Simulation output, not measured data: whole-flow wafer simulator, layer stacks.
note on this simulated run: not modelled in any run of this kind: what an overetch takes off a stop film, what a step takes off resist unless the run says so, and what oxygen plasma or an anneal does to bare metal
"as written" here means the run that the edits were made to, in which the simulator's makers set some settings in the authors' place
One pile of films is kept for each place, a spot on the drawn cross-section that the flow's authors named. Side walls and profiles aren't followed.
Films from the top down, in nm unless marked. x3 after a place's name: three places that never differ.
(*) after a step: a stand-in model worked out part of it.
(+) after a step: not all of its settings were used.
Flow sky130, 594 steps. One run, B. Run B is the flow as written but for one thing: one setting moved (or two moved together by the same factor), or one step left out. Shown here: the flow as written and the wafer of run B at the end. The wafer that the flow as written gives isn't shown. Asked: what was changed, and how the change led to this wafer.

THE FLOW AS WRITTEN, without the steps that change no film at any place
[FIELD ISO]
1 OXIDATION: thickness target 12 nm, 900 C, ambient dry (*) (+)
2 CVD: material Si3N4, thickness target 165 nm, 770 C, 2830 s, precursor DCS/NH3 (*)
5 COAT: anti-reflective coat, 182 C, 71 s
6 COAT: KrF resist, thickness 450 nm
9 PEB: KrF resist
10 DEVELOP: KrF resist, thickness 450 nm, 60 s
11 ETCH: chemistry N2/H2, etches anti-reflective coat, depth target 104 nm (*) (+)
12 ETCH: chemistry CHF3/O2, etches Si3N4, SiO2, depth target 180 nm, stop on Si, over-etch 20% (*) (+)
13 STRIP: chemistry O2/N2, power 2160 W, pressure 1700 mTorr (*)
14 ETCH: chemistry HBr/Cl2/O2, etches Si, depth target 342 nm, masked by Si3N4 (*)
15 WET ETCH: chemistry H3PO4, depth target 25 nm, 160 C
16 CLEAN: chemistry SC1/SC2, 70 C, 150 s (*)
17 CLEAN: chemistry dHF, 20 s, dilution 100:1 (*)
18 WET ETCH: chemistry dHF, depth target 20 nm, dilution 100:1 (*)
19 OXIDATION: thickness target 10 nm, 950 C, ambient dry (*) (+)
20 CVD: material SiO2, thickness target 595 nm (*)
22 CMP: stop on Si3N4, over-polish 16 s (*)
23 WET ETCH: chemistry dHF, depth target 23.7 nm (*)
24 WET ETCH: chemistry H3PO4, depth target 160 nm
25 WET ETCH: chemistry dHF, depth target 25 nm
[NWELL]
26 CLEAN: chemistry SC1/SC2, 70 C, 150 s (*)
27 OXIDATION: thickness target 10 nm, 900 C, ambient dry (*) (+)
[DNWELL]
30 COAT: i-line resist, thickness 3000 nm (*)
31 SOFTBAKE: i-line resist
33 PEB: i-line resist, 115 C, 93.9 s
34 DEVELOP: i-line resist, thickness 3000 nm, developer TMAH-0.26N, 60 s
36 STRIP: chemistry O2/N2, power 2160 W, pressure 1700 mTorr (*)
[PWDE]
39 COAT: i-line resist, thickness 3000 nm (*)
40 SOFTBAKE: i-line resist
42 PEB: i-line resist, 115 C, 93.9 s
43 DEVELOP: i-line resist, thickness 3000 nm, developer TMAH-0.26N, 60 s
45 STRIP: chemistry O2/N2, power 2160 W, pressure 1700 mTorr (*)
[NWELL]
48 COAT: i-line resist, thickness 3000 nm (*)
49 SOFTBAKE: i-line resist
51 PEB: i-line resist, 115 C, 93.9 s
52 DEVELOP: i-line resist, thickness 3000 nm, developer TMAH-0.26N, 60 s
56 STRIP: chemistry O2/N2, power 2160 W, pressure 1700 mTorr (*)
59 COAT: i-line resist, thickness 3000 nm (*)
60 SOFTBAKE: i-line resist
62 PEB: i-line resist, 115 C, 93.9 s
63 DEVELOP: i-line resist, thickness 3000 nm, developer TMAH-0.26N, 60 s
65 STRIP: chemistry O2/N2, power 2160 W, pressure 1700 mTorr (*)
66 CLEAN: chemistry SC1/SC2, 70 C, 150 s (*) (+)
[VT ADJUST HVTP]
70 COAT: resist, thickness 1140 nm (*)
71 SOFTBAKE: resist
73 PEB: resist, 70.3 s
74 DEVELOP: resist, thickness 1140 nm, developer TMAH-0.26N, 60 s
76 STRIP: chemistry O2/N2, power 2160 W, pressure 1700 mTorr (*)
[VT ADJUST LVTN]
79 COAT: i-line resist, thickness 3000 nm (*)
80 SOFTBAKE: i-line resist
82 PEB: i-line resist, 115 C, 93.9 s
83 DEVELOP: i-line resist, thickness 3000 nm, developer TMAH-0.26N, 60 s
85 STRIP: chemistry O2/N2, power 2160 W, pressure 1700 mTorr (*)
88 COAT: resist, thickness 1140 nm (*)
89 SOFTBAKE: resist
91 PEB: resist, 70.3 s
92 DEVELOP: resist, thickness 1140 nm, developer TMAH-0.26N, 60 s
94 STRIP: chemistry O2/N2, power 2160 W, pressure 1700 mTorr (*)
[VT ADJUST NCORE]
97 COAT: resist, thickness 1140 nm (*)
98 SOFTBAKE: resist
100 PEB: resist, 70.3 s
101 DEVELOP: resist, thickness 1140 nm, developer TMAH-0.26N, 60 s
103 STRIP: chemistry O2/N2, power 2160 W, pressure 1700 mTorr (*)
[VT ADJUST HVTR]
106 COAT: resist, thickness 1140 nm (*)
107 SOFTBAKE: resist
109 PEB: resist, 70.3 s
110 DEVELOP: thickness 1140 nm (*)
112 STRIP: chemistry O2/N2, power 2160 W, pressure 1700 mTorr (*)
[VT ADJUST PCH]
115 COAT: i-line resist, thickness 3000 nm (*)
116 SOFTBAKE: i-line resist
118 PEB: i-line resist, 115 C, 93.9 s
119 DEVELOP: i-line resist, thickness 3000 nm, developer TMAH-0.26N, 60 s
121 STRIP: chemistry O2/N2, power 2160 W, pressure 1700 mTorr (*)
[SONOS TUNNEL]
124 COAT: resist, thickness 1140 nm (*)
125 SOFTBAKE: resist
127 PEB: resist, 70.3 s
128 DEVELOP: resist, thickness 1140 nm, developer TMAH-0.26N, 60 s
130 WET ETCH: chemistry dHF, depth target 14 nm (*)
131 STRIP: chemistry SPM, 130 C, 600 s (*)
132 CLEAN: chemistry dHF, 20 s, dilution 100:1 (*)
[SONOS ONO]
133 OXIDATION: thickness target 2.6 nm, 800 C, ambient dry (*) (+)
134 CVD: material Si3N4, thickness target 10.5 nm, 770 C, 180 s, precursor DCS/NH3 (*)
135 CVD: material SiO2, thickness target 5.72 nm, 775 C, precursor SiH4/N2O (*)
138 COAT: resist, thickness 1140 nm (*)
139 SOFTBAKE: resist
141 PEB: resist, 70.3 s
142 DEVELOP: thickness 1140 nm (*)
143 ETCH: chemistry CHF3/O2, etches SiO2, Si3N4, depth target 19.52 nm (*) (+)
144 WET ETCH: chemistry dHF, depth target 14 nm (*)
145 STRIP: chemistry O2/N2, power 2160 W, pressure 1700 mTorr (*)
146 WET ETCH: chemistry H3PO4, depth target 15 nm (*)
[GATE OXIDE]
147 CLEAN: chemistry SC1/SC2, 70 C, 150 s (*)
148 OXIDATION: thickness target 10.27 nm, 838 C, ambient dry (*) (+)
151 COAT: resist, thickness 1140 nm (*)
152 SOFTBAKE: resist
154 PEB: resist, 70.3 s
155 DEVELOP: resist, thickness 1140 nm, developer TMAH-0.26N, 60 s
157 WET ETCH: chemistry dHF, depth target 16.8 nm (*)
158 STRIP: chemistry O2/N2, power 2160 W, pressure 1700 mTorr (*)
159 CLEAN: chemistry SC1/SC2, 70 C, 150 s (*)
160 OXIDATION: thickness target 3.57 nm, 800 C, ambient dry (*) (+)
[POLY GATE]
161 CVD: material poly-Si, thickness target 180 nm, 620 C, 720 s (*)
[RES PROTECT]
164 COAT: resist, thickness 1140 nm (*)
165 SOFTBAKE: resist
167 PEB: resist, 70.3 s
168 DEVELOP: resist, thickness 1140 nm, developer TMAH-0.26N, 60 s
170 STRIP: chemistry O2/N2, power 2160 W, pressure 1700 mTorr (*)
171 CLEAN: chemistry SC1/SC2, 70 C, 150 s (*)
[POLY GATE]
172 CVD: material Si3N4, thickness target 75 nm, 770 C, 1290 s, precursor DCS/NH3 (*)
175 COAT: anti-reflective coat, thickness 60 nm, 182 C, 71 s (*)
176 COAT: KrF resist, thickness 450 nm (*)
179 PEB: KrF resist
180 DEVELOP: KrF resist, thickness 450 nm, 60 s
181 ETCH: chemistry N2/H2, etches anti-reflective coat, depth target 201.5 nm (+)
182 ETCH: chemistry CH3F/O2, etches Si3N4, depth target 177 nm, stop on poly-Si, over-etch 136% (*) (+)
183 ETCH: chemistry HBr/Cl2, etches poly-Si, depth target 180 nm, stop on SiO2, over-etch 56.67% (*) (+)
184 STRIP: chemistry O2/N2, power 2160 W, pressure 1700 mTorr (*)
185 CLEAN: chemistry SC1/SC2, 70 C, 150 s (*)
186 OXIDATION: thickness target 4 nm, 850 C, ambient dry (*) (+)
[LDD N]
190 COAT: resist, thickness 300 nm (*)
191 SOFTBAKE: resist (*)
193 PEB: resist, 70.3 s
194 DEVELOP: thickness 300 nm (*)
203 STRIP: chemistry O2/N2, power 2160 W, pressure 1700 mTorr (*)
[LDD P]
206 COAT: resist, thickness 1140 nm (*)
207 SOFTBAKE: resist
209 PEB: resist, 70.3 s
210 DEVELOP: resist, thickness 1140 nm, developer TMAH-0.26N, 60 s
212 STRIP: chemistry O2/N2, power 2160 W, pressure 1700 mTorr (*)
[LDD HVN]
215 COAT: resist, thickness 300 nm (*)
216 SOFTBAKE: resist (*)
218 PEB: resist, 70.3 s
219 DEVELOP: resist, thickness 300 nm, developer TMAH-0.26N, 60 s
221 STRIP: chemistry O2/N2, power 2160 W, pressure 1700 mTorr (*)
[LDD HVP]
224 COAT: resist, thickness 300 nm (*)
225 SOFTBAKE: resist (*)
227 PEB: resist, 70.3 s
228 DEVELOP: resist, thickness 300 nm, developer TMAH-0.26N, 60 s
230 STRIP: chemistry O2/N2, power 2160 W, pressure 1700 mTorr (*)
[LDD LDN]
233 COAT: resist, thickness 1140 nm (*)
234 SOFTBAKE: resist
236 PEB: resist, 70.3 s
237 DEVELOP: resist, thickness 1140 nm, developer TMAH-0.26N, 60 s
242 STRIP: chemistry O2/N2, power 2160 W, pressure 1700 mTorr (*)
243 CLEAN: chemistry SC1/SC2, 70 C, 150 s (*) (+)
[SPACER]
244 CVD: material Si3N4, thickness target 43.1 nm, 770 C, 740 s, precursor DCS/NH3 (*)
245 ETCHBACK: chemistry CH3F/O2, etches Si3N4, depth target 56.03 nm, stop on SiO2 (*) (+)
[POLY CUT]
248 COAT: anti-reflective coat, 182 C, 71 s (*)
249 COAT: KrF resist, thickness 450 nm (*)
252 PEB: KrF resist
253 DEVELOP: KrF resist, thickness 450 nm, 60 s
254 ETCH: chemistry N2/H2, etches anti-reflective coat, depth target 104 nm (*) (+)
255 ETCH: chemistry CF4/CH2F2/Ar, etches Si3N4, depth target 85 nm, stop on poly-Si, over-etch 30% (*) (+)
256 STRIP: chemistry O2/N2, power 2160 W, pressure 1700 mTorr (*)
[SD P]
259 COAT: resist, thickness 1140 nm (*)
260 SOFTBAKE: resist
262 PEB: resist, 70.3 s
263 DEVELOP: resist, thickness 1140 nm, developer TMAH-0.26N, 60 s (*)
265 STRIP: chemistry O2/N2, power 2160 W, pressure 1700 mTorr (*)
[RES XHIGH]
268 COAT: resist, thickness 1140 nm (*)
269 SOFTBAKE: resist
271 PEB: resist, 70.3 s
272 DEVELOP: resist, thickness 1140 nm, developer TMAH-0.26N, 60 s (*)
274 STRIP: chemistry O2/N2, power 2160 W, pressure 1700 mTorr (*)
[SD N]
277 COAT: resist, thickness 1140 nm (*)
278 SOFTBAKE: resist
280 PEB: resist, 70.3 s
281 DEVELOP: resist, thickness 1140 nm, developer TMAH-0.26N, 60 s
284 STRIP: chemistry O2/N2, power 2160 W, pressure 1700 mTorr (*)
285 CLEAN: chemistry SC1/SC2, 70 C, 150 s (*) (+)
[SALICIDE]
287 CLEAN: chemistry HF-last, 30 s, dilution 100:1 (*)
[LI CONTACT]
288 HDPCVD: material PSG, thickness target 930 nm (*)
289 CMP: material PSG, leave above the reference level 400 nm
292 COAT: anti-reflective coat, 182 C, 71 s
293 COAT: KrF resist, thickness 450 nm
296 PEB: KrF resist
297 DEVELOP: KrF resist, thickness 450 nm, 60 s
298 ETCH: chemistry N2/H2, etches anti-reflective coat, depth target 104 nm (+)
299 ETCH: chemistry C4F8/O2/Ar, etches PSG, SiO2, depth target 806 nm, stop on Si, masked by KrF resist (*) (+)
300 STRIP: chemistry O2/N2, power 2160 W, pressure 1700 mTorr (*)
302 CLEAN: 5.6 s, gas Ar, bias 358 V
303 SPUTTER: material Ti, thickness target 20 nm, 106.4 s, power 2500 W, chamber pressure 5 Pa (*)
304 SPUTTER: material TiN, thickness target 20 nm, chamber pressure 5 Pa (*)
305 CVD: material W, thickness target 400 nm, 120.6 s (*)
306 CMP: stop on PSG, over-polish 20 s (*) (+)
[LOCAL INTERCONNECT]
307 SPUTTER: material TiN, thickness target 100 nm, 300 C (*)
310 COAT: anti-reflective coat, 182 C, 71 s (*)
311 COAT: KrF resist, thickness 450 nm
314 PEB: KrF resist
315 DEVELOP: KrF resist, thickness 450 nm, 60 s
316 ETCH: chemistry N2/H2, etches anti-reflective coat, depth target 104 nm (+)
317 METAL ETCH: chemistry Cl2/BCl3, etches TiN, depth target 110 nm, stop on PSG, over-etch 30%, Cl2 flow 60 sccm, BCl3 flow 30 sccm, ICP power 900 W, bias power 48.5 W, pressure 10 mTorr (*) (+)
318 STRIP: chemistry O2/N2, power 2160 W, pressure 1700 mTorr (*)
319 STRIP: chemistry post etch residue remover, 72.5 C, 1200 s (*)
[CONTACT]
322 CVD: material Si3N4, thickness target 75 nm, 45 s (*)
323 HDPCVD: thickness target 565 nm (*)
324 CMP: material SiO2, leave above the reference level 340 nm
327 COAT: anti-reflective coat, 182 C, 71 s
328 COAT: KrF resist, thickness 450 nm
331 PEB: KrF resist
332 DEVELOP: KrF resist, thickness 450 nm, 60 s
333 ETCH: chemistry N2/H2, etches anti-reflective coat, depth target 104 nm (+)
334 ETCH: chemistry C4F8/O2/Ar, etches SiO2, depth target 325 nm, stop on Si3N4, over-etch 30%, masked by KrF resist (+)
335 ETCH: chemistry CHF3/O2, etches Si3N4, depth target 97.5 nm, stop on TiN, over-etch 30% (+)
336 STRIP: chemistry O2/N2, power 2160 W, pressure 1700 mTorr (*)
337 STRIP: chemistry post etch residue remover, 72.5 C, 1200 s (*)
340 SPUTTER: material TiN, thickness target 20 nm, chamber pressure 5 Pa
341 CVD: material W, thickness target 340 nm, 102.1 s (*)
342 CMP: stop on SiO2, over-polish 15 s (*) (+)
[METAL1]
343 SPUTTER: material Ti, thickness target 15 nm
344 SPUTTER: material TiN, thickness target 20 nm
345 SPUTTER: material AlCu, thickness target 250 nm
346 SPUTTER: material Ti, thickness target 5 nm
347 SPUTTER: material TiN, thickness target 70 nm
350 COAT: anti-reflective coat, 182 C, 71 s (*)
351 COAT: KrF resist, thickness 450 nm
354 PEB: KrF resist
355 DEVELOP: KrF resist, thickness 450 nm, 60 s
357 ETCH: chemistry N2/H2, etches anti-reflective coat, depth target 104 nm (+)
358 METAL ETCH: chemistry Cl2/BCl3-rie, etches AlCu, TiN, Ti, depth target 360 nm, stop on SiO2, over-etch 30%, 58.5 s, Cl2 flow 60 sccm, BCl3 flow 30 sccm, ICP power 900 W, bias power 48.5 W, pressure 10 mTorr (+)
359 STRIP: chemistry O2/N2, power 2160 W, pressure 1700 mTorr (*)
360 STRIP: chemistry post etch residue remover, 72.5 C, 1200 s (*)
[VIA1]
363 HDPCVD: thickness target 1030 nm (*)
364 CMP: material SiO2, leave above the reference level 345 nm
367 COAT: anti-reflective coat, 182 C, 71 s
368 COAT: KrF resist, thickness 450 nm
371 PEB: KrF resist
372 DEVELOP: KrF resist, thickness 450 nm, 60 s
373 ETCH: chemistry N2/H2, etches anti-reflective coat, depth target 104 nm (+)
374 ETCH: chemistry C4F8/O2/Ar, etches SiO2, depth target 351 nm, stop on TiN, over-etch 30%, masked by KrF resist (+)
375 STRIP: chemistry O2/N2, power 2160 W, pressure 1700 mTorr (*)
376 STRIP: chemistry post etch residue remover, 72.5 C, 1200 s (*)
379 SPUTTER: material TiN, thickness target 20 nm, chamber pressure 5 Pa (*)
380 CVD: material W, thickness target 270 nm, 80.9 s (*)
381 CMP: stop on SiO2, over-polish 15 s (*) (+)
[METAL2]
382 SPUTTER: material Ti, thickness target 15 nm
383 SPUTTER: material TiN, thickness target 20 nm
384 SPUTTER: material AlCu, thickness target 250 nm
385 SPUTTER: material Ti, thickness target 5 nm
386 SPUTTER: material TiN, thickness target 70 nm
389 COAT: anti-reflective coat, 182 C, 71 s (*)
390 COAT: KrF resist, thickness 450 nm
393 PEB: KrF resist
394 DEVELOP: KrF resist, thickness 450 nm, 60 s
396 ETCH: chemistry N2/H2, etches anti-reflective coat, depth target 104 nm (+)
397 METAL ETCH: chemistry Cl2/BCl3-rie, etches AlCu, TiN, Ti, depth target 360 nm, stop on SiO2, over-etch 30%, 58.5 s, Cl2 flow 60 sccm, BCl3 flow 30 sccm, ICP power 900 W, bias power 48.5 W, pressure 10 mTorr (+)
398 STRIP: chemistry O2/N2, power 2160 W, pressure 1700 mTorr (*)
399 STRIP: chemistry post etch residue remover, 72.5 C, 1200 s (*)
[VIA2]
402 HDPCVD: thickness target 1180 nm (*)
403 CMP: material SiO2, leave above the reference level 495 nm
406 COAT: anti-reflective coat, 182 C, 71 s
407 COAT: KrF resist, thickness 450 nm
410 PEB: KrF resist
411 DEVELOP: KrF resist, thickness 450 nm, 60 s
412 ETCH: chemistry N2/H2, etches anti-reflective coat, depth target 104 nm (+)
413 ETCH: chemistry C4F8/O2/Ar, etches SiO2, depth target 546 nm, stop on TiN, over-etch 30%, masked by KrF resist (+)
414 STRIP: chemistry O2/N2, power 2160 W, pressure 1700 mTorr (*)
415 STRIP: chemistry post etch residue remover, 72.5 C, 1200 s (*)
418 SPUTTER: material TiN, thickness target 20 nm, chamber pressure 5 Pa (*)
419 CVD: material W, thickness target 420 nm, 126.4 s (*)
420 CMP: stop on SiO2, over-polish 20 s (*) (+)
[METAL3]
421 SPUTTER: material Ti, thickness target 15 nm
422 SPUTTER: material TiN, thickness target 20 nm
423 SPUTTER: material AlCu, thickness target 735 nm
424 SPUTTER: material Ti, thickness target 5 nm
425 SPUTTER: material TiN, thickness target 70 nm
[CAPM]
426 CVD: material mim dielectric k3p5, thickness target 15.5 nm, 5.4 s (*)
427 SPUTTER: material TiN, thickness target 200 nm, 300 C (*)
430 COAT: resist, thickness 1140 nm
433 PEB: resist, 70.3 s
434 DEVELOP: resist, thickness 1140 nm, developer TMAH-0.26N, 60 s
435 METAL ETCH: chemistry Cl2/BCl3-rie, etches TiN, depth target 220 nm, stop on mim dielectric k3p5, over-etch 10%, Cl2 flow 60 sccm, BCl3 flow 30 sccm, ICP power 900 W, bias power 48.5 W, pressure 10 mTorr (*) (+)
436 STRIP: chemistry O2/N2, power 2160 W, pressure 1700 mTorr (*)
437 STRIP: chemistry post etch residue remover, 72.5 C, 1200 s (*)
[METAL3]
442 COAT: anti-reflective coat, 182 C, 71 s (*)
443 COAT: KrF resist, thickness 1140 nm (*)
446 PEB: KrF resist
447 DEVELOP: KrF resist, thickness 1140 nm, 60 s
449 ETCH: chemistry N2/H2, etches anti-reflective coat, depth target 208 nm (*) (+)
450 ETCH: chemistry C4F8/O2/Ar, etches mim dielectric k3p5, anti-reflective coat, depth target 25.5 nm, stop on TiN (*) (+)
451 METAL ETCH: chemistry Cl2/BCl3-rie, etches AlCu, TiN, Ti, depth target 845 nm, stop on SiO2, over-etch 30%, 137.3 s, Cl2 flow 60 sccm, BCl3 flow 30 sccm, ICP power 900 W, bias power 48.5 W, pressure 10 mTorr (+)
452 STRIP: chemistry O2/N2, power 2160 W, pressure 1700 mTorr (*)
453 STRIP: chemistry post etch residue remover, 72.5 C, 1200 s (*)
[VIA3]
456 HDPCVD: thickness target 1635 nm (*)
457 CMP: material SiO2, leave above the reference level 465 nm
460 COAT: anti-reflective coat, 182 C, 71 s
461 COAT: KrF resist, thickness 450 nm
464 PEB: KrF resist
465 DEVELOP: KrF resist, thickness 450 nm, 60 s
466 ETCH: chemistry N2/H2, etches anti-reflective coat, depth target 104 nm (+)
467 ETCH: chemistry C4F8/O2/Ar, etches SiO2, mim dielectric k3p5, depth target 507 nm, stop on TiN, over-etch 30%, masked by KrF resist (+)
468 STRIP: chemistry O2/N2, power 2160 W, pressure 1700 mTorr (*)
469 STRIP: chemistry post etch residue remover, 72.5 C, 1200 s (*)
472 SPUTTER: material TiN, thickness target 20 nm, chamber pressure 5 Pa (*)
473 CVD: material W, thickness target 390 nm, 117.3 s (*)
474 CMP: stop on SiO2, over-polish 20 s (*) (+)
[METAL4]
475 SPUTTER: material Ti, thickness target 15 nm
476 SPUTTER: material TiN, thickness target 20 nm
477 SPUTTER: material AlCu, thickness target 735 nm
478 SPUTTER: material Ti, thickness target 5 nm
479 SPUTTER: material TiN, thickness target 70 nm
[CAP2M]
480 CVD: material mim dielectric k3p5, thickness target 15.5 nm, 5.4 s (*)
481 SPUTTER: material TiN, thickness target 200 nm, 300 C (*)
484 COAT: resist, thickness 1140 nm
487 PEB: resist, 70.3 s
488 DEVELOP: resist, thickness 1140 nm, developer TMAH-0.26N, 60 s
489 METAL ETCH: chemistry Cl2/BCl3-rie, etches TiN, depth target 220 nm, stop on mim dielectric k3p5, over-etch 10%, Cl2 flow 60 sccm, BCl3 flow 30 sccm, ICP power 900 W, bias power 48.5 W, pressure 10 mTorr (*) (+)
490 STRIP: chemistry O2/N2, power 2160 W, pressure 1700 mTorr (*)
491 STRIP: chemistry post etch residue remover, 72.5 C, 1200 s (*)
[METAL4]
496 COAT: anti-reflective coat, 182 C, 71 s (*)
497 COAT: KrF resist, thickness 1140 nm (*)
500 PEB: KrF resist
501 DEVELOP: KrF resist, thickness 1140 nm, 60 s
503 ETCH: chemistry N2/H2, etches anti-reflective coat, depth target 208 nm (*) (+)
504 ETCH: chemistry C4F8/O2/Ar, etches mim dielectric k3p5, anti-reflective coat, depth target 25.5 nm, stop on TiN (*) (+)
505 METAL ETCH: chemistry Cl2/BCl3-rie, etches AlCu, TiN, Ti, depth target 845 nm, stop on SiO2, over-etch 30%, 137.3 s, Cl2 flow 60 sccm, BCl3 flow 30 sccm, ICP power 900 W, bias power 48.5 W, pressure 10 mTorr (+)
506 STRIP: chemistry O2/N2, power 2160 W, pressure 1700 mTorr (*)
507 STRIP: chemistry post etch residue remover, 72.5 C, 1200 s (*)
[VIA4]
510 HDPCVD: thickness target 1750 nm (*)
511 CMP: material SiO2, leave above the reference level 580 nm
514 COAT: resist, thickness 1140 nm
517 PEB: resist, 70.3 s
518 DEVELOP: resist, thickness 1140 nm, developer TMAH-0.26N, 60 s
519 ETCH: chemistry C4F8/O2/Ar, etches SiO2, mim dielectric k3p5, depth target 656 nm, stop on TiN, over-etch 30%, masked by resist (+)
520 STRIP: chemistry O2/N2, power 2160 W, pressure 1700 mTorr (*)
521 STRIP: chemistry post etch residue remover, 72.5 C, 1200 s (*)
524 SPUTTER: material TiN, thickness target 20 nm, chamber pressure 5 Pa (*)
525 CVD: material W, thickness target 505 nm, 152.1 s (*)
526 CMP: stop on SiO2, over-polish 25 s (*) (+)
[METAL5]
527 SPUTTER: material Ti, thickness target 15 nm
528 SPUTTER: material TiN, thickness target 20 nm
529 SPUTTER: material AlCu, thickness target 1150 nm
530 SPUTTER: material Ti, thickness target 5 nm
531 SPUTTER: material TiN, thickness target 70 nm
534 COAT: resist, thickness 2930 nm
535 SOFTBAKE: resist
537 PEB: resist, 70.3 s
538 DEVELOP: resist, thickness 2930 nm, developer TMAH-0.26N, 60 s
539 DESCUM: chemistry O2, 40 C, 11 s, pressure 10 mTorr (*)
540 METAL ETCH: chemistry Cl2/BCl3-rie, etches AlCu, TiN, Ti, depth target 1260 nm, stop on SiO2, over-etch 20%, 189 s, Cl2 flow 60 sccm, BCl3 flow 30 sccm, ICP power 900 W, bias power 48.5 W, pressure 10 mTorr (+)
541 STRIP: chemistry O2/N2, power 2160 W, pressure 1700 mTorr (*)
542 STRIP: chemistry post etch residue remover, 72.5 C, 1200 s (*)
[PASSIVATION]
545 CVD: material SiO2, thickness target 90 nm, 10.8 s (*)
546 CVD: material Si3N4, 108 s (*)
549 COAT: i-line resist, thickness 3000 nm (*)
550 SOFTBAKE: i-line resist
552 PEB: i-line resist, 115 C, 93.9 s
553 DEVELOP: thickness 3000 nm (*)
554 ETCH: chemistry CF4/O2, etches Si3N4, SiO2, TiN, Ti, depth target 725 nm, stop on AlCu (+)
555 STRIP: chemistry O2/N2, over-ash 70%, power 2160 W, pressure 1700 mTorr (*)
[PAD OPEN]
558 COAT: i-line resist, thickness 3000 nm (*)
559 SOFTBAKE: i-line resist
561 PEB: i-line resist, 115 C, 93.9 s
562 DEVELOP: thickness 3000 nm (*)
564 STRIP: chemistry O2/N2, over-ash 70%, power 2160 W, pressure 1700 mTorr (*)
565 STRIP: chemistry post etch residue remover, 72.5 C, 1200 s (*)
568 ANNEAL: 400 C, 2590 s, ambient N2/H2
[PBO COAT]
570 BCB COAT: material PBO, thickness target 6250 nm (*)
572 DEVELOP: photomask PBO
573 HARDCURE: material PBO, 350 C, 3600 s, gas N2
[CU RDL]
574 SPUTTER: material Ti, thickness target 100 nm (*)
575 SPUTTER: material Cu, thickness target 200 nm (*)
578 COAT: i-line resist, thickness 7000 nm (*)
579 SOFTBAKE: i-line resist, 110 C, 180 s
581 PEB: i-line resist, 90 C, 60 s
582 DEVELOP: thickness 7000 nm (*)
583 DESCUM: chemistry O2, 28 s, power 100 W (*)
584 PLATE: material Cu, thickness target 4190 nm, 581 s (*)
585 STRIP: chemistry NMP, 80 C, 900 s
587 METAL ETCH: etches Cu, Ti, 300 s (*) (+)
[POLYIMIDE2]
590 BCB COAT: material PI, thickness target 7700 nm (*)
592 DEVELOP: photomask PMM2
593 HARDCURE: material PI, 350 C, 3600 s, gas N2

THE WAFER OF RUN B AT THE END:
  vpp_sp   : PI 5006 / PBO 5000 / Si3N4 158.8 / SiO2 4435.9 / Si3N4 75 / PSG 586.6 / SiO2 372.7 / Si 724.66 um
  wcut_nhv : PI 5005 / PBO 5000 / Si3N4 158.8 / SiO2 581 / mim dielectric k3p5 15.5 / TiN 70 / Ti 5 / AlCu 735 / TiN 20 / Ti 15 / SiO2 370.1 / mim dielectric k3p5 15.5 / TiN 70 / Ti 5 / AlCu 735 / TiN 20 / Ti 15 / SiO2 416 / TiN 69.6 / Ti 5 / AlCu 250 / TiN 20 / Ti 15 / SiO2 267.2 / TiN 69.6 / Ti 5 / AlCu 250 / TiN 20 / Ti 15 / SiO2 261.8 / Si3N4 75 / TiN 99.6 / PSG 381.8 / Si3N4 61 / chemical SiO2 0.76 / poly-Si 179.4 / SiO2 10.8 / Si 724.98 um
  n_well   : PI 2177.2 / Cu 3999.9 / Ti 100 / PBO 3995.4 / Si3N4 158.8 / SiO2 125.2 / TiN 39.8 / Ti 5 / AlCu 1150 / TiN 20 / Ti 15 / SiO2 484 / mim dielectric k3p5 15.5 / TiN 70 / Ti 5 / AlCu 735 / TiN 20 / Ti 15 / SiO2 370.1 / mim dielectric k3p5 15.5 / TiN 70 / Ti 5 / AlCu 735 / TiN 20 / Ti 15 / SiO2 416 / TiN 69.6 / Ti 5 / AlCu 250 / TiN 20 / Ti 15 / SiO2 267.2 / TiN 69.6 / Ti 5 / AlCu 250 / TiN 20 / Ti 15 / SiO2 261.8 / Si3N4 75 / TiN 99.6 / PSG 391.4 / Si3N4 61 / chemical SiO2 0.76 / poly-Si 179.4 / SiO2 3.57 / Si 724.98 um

The cause: step 531, SPUTTER: thickness target 40.2 nm was run, where the flow has thickness target 70 nm.

How the change led to this, step by step:
  531 SPUTTER: material TiN, thickness target 70 nm
      field, active, n_well and 190 more: TiN +40.2 (new film) (as written it would be: TiN +70 (new film))
  540 METAL ETCH: chemistry Cl2/BCl3-rie, etches AlCu, TiN, Ti, depth target 1260 nm, stop on SiO2, over-etch 20%, 189 s, Cl2 flow 60 sccm, BCl3 flow 30 sccm, ICP power 900 W, bias power 48.5 W, pressure 10 mTorr (+)
      field, active, gate and 175 more: TiN -40.2 (all of it), Ti -5 (all of it), AlCu -1150 (all of it), TiN -20 (all of it), Ti -15 (all of it), SiO2 -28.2 (as written it would be: TiN -70 (all of it), Ti -5 (all of it), AlCu -1150 (all of it), TiN -20 (all of it), Ti -15 (all of it), SiO2 -25.2)
  550 SOFTBAKE: i-line resist
      gate_p_lvt, iso_guard_hv_nw: i-line resist +20 (as written it would be: i-line resist +20.6)
      gate: i-line resist -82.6 (as written it would be: i-line resist -85.5)
      (and at 54 more places)
  554 ETCH: chemistry CF4/O2, etches Si3N4, SiO2, TiN, Ti, depth target 725 nm, stop on AlCu (+)
      field, active, n_well and 189 more: i-line resist -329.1 (as written it would be: i-line resist -358.9)
      pad: Si3N4 -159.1 (all of it), SiO2 -125.2 (all of it), TiN -39.8 (all of it), Ti -5 (all of it) (as written it would be: Si3N4 -159.1 (all of it), SiO2 -125.2 (all of it), TiN -69.6 (all of it), Ti -5 (all of it))
  555 STRIP: chemistry O2/N2, over-ash 70%, power 2160 W, pressure 1700 mTorr (*)
      n_well, p_well, sd_n, sd_p: i-line resist -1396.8 (all of it) (as written it would be: i-line resist -1340.8 (all of it))
      m1: i-line resist -1419.5 (all of it) (as written it would be: i-line resist -1364.1 (all of it))
      (and at 8 more places)
  559 SOFTBAKE: i-line resist
      gate_p_lvt, iso_guard_hv_nw: i-line resist +20 (as written it would be: i-line resist +20.6)
      gate: i-line resist -82.6 (as written it would be: i-line resist -85.5)
      (and at 59 more places)
  579 SOFTBAKE: i-line resist, 110 C, 180 s
      m5_stack_ln: i-line resist -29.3 (as written it would be: i-line resist -30)
